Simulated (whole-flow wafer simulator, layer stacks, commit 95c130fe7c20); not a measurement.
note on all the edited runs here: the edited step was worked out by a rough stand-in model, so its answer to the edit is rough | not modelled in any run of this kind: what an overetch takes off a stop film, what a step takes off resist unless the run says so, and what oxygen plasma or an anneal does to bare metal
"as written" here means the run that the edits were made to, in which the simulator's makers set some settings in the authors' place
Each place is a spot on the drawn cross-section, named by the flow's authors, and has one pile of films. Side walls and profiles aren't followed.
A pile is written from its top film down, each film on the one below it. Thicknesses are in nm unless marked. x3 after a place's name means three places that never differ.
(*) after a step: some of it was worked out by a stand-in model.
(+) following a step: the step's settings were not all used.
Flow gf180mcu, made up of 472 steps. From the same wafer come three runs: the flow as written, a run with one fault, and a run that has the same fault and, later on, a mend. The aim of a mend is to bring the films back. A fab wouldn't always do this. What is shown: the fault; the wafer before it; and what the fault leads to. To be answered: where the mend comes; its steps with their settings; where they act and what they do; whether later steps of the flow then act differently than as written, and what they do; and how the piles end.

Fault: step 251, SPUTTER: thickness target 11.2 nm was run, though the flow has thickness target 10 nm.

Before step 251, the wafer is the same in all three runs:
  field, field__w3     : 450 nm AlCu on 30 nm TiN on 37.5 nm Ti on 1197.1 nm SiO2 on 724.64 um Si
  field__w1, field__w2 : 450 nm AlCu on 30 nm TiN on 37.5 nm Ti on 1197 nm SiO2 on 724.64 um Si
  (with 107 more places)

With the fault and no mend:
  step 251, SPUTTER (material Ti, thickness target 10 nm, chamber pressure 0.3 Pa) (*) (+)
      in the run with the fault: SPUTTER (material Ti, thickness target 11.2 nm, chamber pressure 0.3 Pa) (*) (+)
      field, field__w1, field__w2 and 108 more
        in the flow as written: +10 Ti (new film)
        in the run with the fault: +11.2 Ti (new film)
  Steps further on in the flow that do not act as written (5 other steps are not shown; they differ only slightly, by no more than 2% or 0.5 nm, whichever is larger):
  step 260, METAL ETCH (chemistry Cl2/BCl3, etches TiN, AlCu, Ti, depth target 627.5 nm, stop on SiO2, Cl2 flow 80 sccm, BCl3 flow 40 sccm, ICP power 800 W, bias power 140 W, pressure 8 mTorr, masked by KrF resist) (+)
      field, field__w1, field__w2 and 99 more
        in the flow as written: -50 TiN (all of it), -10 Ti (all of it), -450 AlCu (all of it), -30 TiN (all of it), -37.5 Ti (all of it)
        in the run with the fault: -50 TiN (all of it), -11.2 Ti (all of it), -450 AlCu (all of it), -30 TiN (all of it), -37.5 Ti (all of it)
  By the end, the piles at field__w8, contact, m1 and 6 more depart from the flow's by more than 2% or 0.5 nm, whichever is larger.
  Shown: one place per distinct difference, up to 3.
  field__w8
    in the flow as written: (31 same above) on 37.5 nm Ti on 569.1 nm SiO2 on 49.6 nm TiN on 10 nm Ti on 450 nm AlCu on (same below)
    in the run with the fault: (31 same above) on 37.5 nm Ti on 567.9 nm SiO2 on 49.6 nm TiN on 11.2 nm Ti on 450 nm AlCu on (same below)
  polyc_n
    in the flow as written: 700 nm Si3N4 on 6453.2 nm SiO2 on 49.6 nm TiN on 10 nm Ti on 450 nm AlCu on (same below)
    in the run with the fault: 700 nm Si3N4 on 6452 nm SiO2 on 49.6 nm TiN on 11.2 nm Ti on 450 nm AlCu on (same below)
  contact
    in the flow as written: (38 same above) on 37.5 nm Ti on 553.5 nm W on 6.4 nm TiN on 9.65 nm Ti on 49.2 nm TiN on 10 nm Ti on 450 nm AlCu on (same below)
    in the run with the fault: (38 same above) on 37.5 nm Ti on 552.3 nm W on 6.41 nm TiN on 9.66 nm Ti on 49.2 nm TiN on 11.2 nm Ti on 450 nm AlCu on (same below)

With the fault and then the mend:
  After step 259 comes the mend.
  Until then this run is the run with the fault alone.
  step 260, METAL ETCH (chemistry Cl2/BCl3, etches TiN, AlCu, Ti, depth target 628.7 nm, stop on SiO2, Cl2 flow 80 sccm, BCl3 flow 40 sccm, ICP power 800 W, bias power 140 W, pressure 8 mTorr, masked by KrF resist) (+) (the flow's step 260; as written it has depth target 627.5 nm)
      field, field__w1, field__w2 and 99 more
        -50 TiN (all of it), -11.2 Ti (all of it), -450 AlCu (all of it), -30 TiN (all of it), -37.5 Ti (all of it)
      field__w8, contact, m1 and 6 more
        -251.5 KrF resist
  Every later step of the flow that is run acts as written, at every place that is followed, to within 2% or 0.5 nm, whichever is larger.
  By the end, the piles at field__w8, contact, m1 and 6 more depart from the flow's by more than 2% or 0.5 nm, whichever is larger.
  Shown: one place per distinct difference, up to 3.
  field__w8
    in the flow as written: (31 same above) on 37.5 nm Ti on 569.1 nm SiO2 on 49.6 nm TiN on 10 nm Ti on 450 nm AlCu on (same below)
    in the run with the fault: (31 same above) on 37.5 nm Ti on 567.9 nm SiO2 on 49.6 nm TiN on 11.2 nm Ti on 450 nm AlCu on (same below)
    in the run with the mend: (31 same above) on 37.5 nm Ti on 567.9 nm SiO2 on 49.6 nm TiN on 11.2 nm Ti on 450 nm AlCu on (same below)
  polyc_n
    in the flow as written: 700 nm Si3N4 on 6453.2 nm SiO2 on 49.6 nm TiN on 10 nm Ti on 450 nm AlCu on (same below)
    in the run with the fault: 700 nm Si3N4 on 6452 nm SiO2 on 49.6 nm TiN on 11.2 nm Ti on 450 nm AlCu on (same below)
    in the run with the mend: 700 nm Si3N4 on 6452 nm SiO2 on 49.6 nm TiN on 11.2 nm Ti on 450 nm AlCu on (same below)
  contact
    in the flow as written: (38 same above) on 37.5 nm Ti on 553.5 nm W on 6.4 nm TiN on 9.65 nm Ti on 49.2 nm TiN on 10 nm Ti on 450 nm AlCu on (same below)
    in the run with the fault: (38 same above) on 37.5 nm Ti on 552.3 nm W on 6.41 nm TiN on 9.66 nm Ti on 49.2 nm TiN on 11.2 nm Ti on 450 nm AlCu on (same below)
    in the run with the mend: (38 same above) on 37.5 nm Ti on 552.3 nm W on 6.41 nm TiN on 9.66 nm Ti on 49.2 nm TiN on 11.2 nm Ti on 450 nm AlCu on (same below)
